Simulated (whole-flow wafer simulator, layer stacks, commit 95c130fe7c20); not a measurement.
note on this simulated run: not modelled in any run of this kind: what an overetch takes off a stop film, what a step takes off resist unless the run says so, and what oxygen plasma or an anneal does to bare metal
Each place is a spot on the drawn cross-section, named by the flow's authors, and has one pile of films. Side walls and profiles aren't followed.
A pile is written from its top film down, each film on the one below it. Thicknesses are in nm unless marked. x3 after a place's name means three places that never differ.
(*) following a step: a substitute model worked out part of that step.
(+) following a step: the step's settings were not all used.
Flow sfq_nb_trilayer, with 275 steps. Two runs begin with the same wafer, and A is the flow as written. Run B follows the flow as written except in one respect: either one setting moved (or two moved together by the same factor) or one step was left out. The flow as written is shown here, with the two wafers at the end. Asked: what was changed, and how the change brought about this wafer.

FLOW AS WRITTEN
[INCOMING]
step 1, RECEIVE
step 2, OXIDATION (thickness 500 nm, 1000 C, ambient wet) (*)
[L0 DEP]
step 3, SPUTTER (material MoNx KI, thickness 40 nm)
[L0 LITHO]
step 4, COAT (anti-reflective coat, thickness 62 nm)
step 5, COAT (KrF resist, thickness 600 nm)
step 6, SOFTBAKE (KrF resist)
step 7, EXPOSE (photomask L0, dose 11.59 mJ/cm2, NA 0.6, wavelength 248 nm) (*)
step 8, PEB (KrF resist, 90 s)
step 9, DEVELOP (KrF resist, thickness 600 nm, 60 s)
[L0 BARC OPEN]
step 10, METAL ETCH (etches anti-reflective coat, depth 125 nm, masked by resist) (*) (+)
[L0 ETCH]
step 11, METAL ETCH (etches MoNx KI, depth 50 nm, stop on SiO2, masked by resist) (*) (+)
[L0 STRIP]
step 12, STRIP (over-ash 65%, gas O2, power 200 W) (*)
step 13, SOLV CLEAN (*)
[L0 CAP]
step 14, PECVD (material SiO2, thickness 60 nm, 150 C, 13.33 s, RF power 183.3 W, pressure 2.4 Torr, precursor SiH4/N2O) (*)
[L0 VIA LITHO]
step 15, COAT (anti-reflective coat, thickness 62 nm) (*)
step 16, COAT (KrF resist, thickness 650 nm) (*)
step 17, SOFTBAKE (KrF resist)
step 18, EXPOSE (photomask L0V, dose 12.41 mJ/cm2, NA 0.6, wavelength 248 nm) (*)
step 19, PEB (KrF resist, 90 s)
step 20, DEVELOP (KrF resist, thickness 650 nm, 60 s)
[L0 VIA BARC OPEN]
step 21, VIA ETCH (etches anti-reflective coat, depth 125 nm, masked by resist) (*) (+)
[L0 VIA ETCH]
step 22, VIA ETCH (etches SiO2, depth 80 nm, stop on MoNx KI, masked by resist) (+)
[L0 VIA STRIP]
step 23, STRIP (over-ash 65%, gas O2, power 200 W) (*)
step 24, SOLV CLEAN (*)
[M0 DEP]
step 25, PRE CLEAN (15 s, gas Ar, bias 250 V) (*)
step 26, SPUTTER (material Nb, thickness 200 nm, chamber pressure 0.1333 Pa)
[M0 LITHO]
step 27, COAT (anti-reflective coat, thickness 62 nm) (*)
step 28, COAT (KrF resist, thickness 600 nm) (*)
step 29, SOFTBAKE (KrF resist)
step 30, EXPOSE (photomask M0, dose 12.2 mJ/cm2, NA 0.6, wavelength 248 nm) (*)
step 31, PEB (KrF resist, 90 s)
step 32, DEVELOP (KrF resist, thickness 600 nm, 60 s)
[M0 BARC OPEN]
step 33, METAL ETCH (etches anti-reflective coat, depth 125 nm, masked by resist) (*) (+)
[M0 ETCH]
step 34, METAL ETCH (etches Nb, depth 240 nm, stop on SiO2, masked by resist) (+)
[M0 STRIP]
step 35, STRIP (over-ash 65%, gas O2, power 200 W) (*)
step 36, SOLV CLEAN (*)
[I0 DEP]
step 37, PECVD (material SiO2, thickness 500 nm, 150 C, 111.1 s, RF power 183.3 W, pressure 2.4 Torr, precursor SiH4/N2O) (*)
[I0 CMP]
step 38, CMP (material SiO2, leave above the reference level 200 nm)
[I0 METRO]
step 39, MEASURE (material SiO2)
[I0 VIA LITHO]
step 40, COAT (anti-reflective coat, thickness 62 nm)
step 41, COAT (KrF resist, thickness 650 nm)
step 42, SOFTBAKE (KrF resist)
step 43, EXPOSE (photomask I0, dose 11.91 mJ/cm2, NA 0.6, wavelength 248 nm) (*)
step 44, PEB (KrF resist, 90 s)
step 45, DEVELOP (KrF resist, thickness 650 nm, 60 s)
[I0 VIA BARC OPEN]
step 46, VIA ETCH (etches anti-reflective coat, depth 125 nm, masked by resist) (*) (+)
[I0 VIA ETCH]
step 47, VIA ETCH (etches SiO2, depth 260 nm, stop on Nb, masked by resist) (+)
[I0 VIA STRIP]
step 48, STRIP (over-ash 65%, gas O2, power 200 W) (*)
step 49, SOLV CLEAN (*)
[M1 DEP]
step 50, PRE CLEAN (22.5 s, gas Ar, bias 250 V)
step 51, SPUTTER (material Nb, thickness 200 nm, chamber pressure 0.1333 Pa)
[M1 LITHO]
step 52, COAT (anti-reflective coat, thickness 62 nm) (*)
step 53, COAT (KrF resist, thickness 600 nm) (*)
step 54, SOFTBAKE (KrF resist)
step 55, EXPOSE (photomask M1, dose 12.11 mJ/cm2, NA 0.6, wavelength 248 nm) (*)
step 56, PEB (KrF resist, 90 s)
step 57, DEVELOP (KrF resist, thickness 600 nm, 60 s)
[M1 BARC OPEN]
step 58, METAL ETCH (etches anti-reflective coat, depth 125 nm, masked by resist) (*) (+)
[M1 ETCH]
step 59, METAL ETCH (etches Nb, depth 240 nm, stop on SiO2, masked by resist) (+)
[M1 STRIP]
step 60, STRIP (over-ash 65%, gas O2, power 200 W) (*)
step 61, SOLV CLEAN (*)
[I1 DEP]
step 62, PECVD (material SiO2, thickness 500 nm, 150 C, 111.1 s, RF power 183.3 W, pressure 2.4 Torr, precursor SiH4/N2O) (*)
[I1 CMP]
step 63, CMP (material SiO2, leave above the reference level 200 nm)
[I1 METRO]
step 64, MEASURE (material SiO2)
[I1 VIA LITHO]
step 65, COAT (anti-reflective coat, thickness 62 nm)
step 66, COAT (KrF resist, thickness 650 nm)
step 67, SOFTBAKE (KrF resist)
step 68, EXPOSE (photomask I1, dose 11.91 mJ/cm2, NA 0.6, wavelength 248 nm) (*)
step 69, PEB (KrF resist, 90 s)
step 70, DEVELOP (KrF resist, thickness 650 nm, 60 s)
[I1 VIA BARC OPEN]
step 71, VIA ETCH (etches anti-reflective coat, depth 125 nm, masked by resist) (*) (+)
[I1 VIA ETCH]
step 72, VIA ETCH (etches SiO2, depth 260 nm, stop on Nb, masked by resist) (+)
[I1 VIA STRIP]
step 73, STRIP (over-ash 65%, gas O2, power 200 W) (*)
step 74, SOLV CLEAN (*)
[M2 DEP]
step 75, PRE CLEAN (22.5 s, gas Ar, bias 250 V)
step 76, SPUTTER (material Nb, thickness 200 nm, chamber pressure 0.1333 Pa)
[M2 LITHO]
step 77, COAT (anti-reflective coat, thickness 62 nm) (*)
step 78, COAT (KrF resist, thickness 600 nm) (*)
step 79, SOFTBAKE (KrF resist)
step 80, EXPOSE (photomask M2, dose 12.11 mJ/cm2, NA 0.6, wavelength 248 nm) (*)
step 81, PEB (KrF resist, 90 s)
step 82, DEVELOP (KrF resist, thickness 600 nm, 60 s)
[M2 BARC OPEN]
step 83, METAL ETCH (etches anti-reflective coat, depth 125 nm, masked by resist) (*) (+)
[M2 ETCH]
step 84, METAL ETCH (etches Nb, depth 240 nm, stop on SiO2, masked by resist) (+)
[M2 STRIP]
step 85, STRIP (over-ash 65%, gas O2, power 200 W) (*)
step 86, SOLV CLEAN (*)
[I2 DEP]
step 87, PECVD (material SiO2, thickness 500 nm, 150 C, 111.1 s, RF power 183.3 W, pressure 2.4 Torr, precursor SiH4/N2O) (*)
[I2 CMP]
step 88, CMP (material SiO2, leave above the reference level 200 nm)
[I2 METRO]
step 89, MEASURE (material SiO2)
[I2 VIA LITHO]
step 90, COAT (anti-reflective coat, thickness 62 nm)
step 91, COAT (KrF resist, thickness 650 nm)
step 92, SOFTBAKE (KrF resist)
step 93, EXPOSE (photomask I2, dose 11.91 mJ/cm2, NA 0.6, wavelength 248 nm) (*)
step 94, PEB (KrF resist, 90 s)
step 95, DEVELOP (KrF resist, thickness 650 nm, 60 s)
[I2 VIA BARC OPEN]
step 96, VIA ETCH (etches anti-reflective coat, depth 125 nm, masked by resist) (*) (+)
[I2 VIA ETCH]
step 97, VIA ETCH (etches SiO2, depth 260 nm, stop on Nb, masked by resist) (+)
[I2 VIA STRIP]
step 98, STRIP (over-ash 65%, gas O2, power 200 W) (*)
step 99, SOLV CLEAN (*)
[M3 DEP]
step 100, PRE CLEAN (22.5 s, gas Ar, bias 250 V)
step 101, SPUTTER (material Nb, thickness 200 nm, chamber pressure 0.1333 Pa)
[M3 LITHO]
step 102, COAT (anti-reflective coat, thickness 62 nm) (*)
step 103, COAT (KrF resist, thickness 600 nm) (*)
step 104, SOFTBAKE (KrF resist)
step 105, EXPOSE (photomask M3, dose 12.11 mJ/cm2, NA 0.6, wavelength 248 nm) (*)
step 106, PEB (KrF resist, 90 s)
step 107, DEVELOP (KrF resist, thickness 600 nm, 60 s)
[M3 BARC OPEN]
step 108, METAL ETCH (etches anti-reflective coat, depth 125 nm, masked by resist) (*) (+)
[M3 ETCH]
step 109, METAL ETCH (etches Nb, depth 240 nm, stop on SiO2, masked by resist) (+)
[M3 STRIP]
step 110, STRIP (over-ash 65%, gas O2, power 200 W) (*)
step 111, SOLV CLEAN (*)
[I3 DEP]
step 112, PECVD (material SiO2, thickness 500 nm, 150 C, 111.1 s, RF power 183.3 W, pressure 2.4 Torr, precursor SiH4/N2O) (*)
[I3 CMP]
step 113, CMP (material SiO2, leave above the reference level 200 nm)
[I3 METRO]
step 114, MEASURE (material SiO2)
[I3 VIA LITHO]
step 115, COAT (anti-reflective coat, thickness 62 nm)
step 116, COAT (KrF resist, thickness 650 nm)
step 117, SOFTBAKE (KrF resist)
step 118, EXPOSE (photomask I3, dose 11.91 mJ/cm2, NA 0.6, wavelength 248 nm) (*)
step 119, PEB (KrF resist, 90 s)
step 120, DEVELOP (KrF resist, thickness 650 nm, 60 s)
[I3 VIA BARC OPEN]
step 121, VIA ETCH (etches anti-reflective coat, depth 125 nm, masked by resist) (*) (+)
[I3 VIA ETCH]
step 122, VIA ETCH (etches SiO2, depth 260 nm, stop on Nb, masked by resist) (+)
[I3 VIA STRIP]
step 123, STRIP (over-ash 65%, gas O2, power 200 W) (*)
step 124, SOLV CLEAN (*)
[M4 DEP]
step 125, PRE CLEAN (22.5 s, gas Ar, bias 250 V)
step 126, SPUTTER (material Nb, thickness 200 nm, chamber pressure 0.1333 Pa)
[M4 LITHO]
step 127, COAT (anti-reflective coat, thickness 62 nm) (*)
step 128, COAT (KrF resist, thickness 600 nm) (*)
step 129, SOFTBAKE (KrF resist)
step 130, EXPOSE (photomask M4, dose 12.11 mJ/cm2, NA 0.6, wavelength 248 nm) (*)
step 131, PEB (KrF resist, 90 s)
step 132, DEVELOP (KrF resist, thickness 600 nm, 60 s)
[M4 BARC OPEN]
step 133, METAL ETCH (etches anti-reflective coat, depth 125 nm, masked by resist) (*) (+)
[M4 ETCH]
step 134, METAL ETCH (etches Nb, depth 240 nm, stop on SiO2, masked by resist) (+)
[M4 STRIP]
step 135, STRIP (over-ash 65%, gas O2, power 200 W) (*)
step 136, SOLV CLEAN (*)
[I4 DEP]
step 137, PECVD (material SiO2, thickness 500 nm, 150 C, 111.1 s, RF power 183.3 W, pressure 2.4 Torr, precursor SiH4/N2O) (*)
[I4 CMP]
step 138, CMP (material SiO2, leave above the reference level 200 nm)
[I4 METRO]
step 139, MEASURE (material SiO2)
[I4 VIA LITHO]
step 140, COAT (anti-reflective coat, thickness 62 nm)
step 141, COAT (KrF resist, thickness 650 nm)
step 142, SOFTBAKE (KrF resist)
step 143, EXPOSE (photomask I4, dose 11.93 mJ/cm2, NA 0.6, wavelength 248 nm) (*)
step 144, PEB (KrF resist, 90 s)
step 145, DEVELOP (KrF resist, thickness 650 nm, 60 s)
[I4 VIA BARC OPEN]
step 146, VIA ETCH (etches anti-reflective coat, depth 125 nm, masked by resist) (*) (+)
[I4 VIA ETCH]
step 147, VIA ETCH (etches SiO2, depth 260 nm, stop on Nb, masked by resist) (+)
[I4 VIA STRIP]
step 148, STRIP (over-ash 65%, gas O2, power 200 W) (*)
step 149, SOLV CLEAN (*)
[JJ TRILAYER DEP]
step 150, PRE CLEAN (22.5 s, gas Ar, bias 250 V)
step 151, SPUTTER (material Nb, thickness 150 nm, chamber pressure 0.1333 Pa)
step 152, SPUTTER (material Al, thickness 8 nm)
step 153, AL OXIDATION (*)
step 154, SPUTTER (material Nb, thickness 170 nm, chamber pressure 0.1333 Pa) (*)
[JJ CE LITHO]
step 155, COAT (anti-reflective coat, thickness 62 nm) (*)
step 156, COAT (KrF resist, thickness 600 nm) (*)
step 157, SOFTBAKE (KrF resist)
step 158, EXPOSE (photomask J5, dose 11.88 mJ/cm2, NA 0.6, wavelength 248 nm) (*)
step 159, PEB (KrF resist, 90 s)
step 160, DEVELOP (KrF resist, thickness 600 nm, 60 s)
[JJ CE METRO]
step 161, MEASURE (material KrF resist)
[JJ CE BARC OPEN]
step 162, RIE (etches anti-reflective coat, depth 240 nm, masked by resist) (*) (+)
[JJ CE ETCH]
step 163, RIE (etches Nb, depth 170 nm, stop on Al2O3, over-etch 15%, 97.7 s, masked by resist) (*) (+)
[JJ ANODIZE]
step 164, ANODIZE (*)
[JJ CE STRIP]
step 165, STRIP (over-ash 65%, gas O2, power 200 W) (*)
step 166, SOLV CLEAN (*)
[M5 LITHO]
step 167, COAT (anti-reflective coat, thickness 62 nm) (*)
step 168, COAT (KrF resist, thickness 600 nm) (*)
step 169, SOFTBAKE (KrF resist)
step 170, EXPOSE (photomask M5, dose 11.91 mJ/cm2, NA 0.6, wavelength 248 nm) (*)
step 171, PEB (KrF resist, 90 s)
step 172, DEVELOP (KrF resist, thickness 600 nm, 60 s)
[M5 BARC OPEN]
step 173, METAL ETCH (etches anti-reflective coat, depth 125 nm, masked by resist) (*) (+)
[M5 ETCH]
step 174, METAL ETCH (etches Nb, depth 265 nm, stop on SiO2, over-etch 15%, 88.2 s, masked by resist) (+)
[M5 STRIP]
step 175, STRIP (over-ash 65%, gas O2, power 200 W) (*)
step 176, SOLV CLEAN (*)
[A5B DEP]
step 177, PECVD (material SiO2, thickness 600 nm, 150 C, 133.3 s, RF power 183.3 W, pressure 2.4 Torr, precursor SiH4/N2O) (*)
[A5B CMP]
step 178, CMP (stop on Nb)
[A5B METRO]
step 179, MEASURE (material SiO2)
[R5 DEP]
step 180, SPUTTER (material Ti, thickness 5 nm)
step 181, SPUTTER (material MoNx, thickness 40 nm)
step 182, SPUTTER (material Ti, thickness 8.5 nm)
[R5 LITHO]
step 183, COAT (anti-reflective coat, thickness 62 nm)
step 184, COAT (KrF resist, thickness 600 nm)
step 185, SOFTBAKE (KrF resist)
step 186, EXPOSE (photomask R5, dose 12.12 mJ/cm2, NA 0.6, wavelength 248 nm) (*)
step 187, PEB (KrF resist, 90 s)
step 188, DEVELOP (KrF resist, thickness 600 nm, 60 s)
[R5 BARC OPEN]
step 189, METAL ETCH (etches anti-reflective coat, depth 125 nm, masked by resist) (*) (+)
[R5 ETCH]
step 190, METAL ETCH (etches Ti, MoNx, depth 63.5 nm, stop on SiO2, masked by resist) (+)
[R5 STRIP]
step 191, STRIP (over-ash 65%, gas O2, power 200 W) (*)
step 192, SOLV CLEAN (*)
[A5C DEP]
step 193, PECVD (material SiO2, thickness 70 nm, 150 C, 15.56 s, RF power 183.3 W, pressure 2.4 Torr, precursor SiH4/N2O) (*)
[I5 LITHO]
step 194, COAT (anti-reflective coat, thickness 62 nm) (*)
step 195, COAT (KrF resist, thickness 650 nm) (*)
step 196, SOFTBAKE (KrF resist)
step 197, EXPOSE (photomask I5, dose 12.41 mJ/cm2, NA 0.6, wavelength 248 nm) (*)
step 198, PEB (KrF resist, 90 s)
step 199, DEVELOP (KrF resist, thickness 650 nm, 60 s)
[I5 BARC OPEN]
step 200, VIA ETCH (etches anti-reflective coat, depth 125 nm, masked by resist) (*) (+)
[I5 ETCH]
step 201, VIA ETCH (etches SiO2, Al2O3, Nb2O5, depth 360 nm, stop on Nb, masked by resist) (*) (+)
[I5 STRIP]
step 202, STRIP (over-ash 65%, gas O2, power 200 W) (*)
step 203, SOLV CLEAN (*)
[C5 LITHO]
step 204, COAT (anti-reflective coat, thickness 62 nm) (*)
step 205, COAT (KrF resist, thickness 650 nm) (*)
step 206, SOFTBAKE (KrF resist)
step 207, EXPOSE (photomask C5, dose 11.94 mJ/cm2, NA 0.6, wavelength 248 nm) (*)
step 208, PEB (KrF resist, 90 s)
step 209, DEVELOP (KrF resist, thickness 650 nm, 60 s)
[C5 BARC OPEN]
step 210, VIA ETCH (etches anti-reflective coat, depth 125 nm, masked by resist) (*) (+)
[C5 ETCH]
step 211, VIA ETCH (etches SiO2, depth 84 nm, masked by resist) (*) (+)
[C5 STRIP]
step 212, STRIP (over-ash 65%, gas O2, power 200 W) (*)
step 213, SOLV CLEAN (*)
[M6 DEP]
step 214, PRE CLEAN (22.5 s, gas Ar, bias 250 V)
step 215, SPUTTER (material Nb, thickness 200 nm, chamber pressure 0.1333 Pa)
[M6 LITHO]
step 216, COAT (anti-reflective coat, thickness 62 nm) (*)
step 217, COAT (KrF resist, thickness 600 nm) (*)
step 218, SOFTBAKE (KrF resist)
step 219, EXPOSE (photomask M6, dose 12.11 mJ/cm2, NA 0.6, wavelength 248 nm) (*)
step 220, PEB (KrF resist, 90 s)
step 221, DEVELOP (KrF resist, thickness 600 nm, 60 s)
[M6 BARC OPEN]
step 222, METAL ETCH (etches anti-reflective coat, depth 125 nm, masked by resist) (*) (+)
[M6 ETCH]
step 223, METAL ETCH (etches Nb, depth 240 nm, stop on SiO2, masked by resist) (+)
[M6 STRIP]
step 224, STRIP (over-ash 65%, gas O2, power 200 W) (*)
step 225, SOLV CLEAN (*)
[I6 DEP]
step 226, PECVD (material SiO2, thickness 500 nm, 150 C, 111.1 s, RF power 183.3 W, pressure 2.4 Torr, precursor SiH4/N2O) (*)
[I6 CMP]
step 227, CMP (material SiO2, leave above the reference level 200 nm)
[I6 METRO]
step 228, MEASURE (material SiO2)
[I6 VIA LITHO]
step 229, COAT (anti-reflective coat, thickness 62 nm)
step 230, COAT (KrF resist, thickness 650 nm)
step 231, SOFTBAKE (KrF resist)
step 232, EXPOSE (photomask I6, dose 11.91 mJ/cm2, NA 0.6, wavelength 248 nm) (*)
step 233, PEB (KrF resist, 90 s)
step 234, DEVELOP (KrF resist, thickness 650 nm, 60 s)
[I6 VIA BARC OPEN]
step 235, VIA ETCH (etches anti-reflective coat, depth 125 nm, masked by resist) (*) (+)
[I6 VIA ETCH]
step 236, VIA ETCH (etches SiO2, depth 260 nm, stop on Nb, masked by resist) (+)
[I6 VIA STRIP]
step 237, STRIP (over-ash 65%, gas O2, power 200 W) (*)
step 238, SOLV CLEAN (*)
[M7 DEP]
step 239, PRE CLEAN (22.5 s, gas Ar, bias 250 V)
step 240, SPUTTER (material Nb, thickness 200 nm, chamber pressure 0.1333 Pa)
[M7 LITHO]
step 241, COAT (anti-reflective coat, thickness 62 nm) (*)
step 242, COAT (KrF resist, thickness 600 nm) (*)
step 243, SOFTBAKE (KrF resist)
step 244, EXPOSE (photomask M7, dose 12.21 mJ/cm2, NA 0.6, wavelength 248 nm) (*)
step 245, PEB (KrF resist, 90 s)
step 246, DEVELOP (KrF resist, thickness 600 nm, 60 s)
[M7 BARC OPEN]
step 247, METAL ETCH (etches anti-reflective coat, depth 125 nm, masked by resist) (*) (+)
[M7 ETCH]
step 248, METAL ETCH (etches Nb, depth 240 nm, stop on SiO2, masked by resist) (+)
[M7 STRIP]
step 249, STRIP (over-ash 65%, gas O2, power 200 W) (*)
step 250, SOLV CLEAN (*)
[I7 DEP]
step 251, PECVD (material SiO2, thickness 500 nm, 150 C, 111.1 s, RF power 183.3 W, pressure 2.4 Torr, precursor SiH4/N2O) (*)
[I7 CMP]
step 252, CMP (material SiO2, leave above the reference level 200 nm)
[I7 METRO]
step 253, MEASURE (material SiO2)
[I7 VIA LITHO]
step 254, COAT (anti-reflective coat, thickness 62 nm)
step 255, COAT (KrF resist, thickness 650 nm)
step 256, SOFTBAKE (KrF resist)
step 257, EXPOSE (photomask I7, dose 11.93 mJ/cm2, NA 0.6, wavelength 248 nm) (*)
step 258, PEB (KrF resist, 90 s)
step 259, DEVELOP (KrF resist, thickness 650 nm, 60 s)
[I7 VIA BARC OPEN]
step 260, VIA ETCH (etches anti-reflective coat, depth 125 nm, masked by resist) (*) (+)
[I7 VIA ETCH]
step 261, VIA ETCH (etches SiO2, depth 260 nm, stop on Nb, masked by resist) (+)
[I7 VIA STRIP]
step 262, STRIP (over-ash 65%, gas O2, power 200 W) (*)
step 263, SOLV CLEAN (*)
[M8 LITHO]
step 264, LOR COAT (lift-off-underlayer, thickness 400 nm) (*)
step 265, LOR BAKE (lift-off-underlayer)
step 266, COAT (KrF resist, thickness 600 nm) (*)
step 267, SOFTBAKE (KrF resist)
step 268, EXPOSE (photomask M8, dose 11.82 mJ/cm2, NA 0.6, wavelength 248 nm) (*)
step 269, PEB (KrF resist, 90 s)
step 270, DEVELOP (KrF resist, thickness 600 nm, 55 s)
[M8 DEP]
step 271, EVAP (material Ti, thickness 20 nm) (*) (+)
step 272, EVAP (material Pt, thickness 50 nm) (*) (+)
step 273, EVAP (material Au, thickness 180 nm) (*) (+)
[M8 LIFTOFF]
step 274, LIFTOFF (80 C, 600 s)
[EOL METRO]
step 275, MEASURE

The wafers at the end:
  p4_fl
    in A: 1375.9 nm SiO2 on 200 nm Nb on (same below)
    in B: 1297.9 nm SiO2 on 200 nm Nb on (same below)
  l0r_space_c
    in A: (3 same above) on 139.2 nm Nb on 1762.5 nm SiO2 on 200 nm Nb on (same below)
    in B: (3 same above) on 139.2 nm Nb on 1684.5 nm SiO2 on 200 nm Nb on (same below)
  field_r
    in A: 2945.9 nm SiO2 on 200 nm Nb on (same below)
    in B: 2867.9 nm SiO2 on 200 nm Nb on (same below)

The reason: step 138, CMP: leave above the reference level 122 nm was run, while the flow as written has leave above the reference level 200 nm.

Step by step, how the change led to this:
  step 138, CMP (material SiO2, leave above the reference level 200 nm)
      field_l, be, be_sur and 55 more: A SiO2 loses 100 | B SiO2 loses 178
      v_sur, via_wl, via_w and 35 more: A SiO2 loses 300 | B SiO2 loses 378
      (also at 10 further places)
  step 147, VIA ETCH (etches SiO2, depth 260 nm, stop on Nb, masked by resist) (+)
      field_l, v_sur, via_sp and 100 more: A KrF resist loses 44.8 | B KrF resist loses 31.5
      via_wl, via_w, via_wr: A SiO2 loses 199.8 (all of it) | B SiO2 loses 121.8 (all of it)
  step 148, STRIP (over-ash 65%, gas O2, power 200 W) (*)
      field_l, v_sur, via_sp and 100 more: A KrF resist loses 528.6 (all of it), anti-reflective coat loses 62 (all of it) | B KrF resist loses 541.9 (all of it), anti-reflective coat loses 62 (all of it)
  step 151, SPUTTER (material Nb, thickness 150 nm, chamber pressure 0.1333 Pa)
      via_wl, via_w, via_wr: A Nb gains 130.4 | B Nb gains 139.5
  step 152, SPUTTER (material Al, thickness 8 nm)
      via_wl, via_wr: A Al gains 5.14 (new film) | B Al gains 6.07 (new film)
      via_w: A Al gains 7.12 (new film) | B Al gains 7.8 (new film)
  step 154, SPUTTER (material Nb, thickness 170 nm, chamber pressure 0.1333 Pa) (*)
      via_wl, via_wr: A Nb gains 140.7 (new film) | B Nb gains 124.4 (new film)
      via_w: A Nb gains 141 (new film) | B Nb gains 166.2 (new film)
  step 155, COAT (anti-reflective coat, thickness 62 nm) (*)
      via_wl, via_wr: A anti-reflective coat gains 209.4 (new film) | B anti-reflective coat gains 182.5 (new film)
      v_sur: A anti-reflective coat gains 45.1 (new film) | B anti-reflective coat gains 49 (new film)
      (also at 2 further places)
  step 156, COAT (KrF resist, thickness 600 nm) (*)
      via_wl: A KrF resist gains 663 (new film) | B KrF resist gains 636.7 (new film)
      via_w: A KrF resist gains 763.8 (new film) | B KrF resist gains 680.5 (new film)
      (also at 1 further place)
  step 160, DEVELOP (KrF resist, thickness 600 nm, 60 s)
      via_wl: A KrF resist loses 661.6 (all of it) | B KrF resist loses 635.3 (all of it)
      via_w: A KrF resist loses 762.1 (all of it) | B KrF resist loses 679 (all of it)
      (also at 1 further place)
  step 162, RIE (etches anti-reflective coat, depth 240 nm, masked by resist) (*) (+)
      ce_l, c5j, ce_r, wl_jj: A KrF resist loses 209.4 | B KrF resist loses 182.5
      via_wl, via_wr: A anti-reflective coat loses 209.4 (all of it) | B anti-reflective coat loses 182.5 (all of it)
      (also at 3 further places)
  step 163, RIE (etches Nb, depth 170 nm, stop on Al2O3, over-etch 15%, 97.7 s, masked by resist) (*) (+)
      via_w: A Nb loses 141 (all of it), Al2O3 loses 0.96 (all of it) | B Nb loses 166.2 (all of it), Al2O3 loses 0.59
      via_wl, via_wr: A Nb loses 140.7 (all of it), Al2O3 loses 0.96 (all of it) | B Nb loses 124.4 (all of it), Al2O3 loses 0.96 (all of it)
  step 164, ANODIZE (*)
      via_w: A Al2O3 gains 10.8 (new film), Nb2O5 gains 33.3 (new film), Al loses 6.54 (all of it), Nb loses 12 | B Al2O3 gains 11.9, Nb2O5 gains 30.7 (new film), Al loses 7.22 (all of it), Nb loses 11
      via_wl, via_wr: A Al2O3 gains 7.52 (new film), Nb2O5 gains 39.2 (new film), Al loses 4.56 (all of it), Nb loses 14.1 | B Al2O3 gains 9.06 (new film), Nb2O5 gains 36.4 (new film), Al loses 5.49 (all of it), Nb loses 13.1
  step 165, STRIP (over-ash 65%, gas O2, power 200 W) (*)
      ce_l: A KrF resist loses 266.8 (all of it), anti-reflective coat loses 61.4 (all of it) | B KrF resist loses 294.3 (all of it), anti-reflective coat loses 61.7 (all of it)
      c5j: A KrF resist loses 266.9 (all of it), anti-reflective coat loses 61.5 (all of it) | B KrF resist loses 294.3 (all of it), anti-reflective coat loses 61.7 (all of it)
      (also at 2 further places)
  step 167, COAT (anti-reflective coat, thickness 62 nm) (*)
      via_wl: A anti-reflective coat gains 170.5 (new film) | B anti-reflective coat gains 113.2 (new film)
      via_w: A anti-reflective coat gains 84.1 (new film) | B anti-reflective coat gains 74.5 (new film)
      (also at 2 further places)
  step 168, COAT (KrF resist, thickness 600 nm) (*)
      v_sur: A KrF resist gains 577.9 (new film) | B KrF resist gains 591 (new film)
      via_w: A KrF resist gains 732.6 (new film) | B KrF resist gains 678.8 (new film)
  step 175, STRIP (over-ash 65%, gas O2, power 200 W) (*)
      v_sur: A KrF resist loses 349.2 (all of it), anti-reflective coat loses 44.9 (all of it) | B KrF resist loses 362.2 (all of it), anti-reflective coat loses 45.6 (all of it)
      via_wl: A KrF resist loses 427 (all of it), anti-reflective coat loses 170.5 (all of it) | B KrF resist loses 416.7 (all of it), anti-reflective coat loses 113.2 (all of it)
      (also at 3 further places)
  step 178, CMP (stop on Nb)
      via_wl, via_wr: A SiO2 loses 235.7 | B SiO2 loses 322.6
      via_w: A SiO2 loses 235.2 | B SiO2 loses 322.1
